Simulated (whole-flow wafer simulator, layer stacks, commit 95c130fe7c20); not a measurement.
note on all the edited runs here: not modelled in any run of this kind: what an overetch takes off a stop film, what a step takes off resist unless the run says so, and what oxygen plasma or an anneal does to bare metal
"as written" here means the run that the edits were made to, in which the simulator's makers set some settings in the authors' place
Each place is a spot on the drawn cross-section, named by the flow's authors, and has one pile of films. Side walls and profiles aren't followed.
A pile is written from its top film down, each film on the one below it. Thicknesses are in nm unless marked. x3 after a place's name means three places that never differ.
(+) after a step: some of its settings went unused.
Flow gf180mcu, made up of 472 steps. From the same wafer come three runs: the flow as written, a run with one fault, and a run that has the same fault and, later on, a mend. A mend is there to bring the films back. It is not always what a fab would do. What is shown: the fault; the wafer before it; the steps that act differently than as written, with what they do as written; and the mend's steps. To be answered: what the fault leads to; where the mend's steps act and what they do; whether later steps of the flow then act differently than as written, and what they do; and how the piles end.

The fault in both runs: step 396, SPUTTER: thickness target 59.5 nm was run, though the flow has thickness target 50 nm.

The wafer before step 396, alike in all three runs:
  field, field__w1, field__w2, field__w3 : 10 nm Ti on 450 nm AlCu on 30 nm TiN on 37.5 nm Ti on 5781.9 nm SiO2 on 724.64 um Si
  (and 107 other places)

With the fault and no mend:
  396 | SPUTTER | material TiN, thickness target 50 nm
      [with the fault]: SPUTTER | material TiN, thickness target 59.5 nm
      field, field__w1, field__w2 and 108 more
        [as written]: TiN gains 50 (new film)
        [with the fault]: TiN gains 59.5 (new film)
  Steps further on in the flow that do not act as written (not shown: 1 more step that differs only slightly, by at most 2% or 0.5 nm, whichever is larger):
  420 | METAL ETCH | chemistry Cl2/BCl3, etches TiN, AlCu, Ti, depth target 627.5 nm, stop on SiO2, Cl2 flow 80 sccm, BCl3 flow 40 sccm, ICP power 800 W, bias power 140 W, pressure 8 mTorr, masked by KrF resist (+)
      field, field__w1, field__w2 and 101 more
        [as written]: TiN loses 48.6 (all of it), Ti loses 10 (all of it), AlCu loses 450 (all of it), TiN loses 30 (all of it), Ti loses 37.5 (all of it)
        [with the fault]: TiN loses 58.1 (all of it), Ti loses 10 (all of it), AlCu loses 450 (all of it), TiN loses 30 (all of it), Ti loses 37.5 (all of it)
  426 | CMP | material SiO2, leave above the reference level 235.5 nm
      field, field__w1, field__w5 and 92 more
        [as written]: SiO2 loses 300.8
        [with the fault]: SiO2 loses 291.3
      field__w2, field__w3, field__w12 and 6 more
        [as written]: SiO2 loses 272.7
        [with the fault]: SiO2 loses 262.7
  By the end, the piles at field__w4, field__w8, contact, m1, m1__w1, mim, mim_1p0, m1_nw depart from the flow's by more than 2% or 0.5 nm, whichever is larger.
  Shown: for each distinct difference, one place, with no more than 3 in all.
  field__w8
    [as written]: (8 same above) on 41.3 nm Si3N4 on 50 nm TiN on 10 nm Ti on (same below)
    [with the fault]: (8 same above) on 41.3 nm Si3N4 on 59.5 nm TiN on 10 nm Ti on (same below)
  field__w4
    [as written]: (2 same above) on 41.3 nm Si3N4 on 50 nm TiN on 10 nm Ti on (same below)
    [with the fault]: (2 same above) on 41.3 nm Si3N4 on 59.5 nm TiN on 10 nm Ti on (same below)
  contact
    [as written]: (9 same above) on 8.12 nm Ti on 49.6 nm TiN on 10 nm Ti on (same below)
    [with the fault]: (9 same above) on 8.12 nm Ti on 59.1 nm TiN on 10 nm Ti on (same below)

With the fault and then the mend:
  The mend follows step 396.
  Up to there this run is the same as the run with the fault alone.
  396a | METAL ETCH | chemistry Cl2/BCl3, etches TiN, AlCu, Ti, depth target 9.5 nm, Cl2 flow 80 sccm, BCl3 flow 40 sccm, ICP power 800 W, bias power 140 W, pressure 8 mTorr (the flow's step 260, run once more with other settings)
      field, field__w1, field__w2 and 108 more
        TiN loses 9.5
  None of the later steps of the flow acts differently than as written at any place that is followed.
  The piles end the same as the flow's at every place that both follow.
